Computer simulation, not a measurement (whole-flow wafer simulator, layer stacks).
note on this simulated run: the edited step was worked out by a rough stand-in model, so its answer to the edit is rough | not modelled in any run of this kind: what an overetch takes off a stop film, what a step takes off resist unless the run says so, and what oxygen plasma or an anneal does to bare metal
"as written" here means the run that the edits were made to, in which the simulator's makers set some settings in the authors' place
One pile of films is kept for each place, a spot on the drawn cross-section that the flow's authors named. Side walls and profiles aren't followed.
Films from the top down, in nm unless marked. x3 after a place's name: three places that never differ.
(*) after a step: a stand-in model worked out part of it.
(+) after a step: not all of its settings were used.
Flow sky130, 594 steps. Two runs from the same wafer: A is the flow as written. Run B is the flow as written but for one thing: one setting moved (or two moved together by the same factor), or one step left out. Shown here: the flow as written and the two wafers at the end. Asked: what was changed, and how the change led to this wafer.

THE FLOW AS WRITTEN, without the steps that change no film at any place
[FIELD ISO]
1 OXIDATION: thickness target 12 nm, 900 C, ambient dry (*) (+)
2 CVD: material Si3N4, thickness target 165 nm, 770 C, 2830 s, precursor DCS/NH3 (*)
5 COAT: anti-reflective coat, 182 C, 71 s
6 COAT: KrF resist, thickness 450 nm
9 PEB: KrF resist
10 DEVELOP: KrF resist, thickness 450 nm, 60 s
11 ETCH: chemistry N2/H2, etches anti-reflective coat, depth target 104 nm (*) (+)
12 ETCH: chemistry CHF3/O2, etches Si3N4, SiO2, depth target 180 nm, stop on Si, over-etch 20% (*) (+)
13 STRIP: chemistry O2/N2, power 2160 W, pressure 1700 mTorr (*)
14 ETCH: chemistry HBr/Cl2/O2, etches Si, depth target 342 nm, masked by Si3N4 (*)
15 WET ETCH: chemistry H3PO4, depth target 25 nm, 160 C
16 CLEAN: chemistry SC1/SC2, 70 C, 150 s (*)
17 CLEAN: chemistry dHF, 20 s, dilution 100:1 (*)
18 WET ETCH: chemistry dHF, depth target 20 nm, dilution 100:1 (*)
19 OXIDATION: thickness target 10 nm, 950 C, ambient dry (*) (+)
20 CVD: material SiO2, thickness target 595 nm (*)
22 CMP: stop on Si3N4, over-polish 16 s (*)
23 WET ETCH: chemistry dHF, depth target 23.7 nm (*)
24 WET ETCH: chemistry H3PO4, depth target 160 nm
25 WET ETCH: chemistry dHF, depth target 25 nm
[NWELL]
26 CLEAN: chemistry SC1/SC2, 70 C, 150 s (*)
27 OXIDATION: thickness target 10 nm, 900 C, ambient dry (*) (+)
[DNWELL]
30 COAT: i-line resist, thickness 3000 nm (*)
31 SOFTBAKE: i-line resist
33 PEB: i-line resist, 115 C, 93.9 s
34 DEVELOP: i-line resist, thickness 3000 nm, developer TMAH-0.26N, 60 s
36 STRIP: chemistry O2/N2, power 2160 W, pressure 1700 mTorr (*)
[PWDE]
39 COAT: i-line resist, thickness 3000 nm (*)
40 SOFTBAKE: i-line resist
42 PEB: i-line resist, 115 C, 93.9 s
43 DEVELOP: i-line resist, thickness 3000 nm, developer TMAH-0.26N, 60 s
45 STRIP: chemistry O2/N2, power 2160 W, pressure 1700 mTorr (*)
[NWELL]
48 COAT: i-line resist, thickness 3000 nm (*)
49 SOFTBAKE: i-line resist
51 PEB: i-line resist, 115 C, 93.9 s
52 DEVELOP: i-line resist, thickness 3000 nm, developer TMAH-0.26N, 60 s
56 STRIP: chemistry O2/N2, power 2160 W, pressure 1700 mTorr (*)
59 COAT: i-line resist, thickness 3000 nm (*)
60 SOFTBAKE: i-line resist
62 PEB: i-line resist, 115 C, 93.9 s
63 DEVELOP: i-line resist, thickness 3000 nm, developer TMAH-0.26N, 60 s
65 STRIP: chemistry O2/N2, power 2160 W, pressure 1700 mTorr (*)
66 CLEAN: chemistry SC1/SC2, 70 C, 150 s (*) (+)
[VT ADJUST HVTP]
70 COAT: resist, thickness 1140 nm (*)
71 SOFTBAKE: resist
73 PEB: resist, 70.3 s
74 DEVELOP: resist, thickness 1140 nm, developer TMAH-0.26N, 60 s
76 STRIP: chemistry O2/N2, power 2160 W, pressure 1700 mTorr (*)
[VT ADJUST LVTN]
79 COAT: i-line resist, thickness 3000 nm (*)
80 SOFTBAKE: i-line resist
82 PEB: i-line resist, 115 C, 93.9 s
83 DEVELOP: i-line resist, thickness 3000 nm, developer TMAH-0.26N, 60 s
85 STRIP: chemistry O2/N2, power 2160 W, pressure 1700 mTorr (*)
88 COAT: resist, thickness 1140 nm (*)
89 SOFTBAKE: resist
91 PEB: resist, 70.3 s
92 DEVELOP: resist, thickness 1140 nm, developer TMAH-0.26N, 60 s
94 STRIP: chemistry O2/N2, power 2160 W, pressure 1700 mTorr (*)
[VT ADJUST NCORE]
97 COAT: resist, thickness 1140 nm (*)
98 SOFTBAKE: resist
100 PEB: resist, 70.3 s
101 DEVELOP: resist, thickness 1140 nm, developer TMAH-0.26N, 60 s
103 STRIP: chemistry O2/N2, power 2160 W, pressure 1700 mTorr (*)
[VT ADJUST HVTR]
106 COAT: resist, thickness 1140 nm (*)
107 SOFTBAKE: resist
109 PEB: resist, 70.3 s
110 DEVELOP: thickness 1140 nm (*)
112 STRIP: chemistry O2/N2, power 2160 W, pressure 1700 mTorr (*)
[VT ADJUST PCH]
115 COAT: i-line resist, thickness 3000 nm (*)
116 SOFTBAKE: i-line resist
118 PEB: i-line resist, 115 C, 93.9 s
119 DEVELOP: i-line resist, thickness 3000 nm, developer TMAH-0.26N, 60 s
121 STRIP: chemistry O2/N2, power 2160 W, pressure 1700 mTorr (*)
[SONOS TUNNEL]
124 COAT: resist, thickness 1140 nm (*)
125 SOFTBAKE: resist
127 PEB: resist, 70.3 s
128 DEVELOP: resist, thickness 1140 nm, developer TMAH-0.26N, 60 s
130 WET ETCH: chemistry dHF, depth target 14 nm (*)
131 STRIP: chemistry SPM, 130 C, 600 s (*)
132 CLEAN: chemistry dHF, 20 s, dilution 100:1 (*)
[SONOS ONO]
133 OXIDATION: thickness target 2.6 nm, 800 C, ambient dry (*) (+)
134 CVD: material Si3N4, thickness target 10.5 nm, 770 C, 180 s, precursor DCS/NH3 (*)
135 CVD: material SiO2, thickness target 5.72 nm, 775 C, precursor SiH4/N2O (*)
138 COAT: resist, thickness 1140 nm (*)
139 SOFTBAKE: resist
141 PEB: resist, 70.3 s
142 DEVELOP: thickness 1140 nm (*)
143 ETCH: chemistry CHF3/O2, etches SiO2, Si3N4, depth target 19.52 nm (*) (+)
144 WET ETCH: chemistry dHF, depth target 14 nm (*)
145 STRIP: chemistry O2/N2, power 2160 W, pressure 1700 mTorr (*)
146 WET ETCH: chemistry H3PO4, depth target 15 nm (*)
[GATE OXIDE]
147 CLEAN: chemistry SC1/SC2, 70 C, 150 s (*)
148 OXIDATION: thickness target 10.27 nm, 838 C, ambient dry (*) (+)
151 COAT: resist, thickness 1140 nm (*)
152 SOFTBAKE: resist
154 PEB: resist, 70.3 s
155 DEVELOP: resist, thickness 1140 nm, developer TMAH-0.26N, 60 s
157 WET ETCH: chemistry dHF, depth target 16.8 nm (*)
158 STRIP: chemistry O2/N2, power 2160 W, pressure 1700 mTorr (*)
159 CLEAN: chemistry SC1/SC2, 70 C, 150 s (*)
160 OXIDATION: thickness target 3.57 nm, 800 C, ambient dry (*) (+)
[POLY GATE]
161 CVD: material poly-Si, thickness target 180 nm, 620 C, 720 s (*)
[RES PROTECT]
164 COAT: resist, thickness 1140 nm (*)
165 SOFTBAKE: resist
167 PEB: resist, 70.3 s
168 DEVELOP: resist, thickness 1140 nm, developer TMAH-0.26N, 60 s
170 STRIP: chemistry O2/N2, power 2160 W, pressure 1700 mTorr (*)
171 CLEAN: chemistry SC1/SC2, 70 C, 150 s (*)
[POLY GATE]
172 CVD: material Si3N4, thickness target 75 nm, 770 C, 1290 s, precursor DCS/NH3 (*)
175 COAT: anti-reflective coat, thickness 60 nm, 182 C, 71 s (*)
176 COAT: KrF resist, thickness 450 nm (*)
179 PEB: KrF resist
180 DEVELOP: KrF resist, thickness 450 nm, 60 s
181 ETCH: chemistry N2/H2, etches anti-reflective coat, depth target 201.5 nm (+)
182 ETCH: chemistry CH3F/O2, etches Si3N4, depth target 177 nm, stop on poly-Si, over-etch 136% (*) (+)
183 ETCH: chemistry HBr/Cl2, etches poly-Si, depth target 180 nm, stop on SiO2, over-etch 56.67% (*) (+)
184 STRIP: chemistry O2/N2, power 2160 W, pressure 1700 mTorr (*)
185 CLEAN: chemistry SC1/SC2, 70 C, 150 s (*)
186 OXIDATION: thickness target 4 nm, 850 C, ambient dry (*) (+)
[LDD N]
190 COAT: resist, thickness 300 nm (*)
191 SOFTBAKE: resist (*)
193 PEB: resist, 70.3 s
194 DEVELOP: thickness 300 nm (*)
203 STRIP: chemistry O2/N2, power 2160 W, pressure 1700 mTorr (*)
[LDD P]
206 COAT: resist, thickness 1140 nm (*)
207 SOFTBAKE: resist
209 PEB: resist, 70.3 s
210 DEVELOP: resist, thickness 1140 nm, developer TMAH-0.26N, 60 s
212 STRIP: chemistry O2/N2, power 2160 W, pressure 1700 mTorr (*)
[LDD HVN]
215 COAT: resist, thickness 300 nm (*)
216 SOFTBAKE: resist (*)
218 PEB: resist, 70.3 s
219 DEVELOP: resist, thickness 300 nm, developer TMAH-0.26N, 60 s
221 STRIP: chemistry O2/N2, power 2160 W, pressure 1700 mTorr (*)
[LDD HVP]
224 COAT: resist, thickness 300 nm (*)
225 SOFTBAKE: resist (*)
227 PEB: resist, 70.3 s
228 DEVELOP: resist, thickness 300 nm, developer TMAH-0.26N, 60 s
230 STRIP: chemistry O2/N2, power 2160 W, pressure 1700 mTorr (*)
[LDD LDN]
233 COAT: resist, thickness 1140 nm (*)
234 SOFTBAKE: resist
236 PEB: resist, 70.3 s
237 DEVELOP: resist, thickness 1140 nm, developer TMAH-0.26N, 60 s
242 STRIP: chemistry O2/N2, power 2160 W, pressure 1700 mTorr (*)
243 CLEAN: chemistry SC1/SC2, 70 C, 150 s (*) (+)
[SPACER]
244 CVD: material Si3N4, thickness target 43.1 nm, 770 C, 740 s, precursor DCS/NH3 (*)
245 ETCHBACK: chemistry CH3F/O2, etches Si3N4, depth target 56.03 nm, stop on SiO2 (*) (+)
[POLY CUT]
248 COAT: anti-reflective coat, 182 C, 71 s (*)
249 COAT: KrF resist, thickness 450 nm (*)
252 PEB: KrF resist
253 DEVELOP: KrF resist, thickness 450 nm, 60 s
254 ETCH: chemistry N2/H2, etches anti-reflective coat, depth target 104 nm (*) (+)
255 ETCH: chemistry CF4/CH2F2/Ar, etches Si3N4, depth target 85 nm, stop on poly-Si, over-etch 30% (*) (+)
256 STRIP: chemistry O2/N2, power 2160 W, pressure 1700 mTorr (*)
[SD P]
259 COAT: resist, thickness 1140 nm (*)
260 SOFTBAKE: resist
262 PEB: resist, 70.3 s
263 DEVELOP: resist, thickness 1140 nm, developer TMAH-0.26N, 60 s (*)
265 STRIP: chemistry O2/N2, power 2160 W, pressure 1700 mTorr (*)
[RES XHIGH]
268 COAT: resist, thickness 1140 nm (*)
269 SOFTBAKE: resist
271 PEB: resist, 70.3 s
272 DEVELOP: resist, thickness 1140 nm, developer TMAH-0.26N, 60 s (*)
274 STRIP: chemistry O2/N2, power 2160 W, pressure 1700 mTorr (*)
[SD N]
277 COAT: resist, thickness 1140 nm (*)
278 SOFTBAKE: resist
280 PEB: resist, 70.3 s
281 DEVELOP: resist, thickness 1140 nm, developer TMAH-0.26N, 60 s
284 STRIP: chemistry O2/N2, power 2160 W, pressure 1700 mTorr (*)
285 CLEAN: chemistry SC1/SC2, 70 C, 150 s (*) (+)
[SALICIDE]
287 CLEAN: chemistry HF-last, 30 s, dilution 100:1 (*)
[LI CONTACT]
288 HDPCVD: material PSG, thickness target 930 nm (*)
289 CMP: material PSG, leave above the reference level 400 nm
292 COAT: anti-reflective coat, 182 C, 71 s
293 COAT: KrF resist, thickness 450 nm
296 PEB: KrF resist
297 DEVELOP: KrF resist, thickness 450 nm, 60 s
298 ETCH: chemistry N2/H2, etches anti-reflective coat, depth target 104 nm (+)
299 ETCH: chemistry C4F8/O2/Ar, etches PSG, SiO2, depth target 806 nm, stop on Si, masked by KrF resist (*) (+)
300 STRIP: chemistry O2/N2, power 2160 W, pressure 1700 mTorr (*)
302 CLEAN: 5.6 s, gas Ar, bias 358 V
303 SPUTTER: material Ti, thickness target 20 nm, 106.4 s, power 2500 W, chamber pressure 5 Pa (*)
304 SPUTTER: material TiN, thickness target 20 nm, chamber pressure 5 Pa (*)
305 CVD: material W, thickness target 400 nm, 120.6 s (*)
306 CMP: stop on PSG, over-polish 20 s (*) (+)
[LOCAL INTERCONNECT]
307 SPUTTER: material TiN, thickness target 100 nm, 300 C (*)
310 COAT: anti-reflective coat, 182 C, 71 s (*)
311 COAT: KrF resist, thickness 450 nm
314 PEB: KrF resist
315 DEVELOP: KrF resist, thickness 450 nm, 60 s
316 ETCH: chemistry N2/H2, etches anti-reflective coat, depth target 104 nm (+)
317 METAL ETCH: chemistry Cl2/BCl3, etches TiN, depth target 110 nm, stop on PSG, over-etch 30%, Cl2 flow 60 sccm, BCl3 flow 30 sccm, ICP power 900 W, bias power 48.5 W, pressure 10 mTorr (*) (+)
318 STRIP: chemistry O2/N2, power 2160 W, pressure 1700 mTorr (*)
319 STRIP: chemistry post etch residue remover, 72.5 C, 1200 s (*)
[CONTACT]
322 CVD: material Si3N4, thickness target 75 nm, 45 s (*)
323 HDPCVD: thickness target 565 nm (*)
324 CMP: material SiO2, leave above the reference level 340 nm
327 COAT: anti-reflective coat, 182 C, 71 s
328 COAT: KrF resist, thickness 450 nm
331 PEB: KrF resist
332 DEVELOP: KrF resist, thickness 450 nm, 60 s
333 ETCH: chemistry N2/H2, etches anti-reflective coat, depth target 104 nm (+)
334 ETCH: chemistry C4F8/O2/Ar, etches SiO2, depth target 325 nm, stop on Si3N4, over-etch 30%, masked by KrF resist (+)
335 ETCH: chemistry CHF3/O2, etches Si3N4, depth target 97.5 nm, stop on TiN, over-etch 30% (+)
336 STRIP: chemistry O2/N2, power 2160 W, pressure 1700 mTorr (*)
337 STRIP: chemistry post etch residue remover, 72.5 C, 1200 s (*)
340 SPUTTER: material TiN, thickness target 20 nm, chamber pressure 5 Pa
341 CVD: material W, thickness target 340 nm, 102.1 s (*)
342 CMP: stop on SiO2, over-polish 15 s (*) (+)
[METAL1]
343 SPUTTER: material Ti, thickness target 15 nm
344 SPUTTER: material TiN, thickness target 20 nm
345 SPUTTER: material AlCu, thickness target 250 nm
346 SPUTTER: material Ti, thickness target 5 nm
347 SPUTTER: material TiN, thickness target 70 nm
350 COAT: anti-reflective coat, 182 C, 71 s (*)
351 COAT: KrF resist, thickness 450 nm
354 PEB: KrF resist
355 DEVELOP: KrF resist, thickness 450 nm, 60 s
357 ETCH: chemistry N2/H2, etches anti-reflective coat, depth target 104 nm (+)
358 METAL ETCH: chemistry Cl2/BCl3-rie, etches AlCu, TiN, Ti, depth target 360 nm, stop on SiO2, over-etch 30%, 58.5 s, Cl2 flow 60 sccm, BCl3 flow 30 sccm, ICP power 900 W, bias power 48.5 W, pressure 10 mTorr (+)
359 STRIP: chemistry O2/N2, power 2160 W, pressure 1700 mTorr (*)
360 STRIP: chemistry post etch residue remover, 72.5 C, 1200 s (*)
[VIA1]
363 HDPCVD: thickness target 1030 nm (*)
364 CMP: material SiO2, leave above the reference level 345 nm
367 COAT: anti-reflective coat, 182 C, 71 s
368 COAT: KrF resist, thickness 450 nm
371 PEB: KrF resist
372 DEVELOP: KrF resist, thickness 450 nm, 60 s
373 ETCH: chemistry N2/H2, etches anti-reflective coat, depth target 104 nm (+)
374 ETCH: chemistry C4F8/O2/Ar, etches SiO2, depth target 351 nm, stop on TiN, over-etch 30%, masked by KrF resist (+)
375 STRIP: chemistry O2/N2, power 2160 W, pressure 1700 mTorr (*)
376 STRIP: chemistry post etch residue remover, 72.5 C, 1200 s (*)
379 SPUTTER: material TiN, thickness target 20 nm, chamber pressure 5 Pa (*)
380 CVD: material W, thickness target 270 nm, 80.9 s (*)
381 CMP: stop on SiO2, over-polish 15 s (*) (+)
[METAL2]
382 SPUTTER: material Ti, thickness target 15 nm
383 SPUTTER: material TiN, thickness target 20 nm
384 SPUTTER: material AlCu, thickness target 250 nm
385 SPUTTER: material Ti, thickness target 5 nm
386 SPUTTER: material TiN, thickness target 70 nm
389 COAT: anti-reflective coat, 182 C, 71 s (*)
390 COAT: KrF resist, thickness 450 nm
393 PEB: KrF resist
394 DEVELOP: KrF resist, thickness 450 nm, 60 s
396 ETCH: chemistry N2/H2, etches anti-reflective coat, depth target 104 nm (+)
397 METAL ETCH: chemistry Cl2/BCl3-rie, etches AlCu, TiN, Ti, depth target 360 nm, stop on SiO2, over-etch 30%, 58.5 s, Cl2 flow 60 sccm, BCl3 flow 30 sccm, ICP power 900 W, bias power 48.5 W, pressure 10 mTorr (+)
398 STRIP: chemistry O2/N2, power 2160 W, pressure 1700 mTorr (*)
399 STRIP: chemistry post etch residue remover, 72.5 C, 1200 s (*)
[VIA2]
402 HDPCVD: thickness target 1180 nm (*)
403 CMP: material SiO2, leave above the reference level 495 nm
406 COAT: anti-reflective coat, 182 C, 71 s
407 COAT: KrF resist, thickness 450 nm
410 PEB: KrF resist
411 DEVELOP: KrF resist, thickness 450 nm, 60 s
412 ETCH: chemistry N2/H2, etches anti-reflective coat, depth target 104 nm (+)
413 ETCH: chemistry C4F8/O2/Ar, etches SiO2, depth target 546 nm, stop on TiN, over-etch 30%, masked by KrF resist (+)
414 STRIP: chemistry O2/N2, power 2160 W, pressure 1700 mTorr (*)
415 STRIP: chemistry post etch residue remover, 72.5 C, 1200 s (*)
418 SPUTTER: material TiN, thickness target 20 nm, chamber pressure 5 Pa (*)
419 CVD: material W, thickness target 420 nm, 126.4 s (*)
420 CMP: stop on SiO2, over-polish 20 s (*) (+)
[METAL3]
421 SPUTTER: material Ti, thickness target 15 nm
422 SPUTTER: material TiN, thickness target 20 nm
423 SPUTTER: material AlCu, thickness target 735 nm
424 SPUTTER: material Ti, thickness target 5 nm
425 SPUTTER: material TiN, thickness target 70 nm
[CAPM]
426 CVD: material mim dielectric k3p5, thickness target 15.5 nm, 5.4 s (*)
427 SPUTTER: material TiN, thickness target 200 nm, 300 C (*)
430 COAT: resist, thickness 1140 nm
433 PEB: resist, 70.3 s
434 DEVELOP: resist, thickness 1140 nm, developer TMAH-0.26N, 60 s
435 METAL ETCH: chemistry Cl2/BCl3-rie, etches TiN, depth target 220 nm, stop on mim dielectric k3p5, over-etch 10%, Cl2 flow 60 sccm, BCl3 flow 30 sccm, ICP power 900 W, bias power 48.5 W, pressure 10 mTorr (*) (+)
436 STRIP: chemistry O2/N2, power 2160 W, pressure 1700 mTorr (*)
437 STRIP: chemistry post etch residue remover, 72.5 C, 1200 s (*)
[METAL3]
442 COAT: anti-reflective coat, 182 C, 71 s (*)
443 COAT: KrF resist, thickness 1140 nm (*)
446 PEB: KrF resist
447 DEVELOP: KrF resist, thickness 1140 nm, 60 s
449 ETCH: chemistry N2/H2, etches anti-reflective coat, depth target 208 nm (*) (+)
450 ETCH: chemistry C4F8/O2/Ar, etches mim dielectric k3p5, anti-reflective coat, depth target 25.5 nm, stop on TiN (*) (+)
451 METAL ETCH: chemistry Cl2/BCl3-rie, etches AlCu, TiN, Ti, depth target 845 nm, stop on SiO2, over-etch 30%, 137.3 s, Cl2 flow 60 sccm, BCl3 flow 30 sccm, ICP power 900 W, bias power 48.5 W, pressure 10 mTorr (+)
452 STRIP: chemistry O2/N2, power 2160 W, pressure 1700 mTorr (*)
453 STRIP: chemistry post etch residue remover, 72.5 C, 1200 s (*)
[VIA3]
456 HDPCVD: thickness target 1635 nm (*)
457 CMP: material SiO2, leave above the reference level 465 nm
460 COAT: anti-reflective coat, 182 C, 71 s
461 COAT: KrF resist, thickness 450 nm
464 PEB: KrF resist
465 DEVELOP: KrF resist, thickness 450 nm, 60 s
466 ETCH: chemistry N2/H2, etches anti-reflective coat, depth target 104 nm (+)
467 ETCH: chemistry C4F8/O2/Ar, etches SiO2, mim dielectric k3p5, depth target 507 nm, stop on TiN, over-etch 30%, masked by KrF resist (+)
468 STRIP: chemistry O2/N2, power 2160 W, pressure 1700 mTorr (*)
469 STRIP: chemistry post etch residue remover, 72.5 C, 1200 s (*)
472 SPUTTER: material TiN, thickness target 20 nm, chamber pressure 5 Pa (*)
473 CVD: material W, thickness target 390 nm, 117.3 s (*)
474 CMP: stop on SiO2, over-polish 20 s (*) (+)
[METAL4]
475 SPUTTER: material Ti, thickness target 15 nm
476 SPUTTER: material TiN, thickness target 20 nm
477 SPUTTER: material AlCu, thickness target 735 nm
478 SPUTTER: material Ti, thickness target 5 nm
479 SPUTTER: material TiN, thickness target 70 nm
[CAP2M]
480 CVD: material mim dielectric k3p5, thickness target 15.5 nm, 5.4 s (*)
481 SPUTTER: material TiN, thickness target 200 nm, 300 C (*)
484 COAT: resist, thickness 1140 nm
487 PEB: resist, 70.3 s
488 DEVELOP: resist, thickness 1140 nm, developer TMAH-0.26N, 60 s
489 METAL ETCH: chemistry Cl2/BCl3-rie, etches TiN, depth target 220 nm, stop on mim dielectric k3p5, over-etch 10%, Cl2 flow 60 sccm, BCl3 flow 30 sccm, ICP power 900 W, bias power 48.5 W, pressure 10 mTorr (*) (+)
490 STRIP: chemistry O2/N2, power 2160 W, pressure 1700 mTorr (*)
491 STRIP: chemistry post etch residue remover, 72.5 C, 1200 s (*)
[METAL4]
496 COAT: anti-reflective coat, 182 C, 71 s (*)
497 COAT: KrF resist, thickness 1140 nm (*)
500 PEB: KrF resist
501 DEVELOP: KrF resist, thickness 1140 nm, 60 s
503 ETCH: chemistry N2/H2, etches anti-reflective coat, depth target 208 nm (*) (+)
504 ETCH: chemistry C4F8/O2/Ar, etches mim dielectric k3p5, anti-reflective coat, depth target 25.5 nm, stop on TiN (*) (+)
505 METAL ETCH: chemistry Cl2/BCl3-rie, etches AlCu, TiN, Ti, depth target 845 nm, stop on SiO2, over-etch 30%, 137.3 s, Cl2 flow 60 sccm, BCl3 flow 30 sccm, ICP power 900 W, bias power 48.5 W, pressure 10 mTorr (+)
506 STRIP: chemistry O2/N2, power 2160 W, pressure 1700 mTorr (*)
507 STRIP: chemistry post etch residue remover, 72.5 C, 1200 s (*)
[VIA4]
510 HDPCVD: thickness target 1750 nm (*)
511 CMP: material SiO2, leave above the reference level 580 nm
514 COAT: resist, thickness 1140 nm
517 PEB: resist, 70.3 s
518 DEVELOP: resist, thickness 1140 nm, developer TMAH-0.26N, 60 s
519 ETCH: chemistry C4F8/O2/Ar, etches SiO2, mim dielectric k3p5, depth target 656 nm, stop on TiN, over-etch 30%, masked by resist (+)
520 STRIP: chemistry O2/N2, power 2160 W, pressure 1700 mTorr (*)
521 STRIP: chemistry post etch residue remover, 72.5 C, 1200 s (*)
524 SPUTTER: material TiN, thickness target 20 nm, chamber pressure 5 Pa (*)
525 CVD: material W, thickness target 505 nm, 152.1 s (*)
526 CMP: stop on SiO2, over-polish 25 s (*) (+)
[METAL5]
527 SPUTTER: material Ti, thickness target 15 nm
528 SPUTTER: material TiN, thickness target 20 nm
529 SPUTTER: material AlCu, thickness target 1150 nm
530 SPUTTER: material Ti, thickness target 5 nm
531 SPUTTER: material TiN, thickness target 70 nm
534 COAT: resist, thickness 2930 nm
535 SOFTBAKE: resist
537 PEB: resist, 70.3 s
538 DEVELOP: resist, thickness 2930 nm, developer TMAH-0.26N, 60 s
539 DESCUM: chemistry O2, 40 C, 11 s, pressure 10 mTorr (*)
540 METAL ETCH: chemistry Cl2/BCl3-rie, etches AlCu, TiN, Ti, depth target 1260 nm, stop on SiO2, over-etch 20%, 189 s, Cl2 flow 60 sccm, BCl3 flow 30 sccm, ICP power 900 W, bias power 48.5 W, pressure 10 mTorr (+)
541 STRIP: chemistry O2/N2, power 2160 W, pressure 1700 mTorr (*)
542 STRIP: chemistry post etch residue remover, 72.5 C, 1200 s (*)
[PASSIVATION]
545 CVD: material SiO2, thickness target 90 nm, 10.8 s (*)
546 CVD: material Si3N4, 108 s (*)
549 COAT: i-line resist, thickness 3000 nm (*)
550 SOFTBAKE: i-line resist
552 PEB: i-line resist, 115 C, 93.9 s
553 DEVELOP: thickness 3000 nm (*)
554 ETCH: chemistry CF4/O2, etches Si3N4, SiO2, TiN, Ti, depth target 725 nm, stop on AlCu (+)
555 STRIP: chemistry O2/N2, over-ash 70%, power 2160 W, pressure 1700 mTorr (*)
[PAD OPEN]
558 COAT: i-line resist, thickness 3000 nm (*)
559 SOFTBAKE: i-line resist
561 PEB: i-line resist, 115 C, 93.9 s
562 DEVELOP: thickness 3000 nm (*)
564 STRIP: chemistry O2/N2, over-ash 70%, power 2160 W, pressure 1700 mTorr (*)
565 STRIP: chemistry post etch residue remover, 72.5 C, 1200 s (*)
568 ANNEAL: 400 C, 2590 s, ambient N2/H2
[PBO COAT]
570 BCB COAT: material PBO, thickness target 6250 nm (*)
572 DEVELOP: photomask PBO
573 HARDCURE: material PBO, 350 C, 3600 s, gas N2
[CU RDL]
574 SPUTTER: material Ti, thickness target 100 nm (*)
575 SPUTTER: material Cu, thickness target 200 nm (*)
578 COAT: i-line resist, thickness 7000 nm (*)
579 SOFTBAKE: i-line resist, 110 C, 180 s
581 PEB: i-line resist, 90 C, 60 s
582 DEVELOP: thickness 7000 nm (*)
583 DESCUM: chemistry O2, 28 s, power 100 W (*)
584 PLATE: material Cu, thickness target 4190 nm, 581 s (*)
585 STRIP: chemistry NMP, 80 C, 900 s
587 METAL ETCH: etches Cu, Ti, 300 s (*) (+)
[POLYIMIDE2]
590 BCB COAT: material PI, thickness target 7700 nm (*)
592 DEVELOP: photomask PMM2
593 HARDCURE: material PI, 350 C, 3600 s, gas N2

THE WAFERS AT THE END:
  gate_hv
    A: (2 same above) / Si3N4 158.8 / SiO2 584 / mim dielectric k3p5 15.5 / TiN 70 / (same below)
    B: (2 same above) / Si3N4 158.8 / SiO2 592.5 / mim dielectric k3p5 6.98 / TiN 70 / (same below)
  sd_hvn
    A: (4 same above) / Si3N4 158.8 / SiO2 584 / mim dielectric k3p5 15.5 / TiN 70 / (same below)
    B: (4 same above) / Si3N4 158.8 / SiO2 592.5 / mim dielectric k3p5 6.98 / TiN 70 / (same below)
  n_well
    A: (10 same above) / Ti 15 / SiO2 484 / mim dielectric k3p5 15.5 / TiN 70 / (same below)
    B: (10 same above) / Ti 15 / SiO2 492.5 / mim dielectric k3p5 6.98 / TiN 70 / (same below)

The cause: step 480, CVD: thickness target 6.98 nm was run, where the flow has thickness target 15.5 nm; step 480, CVD: 2.43 s was run, where the flow has 5.4 s.
It can be read off the wafer: gate_hv has mim dielectric k3p5 6.98, and step 480 as written asks for 15.5 nm.

How the change led to this, step by step:
  480 CVD: material mim dielectric k3p5, thickness target 15.5 nm, 5.4 s (*)
      field, active, n_well and 189 more: A mim dielectric k3p5 +15.5 (new film) | B mim dielectric k3p5 +6.98 (new film)
  504 ETCH: chemistry C4F8/O2/Ar, etches mim dielectric k3p5, anti-reflective coat, depth target 25.5 nm, stop on TiN (*) (+)
      n_well, p_well, gate_hv and 102 more: A KrF resist -15.5 | B KrF resist -6.98
      field, active, gate and 85 more: A mim dielectric k3p5 -15.5 (all of it) | B mim dielectric k3p5 -6.98 (all of it)
  506 STRIP: chemistry O2/N2, power 2160 W, pressure 1700 mTorr (*)
      mim2: A KrF resist -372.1 (all of it), anti-reflective coat -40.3 (all of it) | B KrF resist -380.5 (all of it), anti-reflective coat -40.3 (all of it)
  519 ETCH: chemistry C4F8/O2/Ar, etches SiO2, mim dielectric k3p5, depth target 656 nm, stop on TiN, over-etch 30%, masked by resist (+)
      m1: A SiO2 -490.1 (all of it), mim dielectric k3p5 -15.5 (all of it) | B SiO2 -498.6 (all of it), mim dielectric k3p5 -6.98 (all of it)
      via4_hole: A SiO2 -489.5 (all of it), mim dielectric k3p5 -15.5 (all of it) | B SiO2 -498 (all of it), mim dielectric k3p5 -6.98 (all of it)
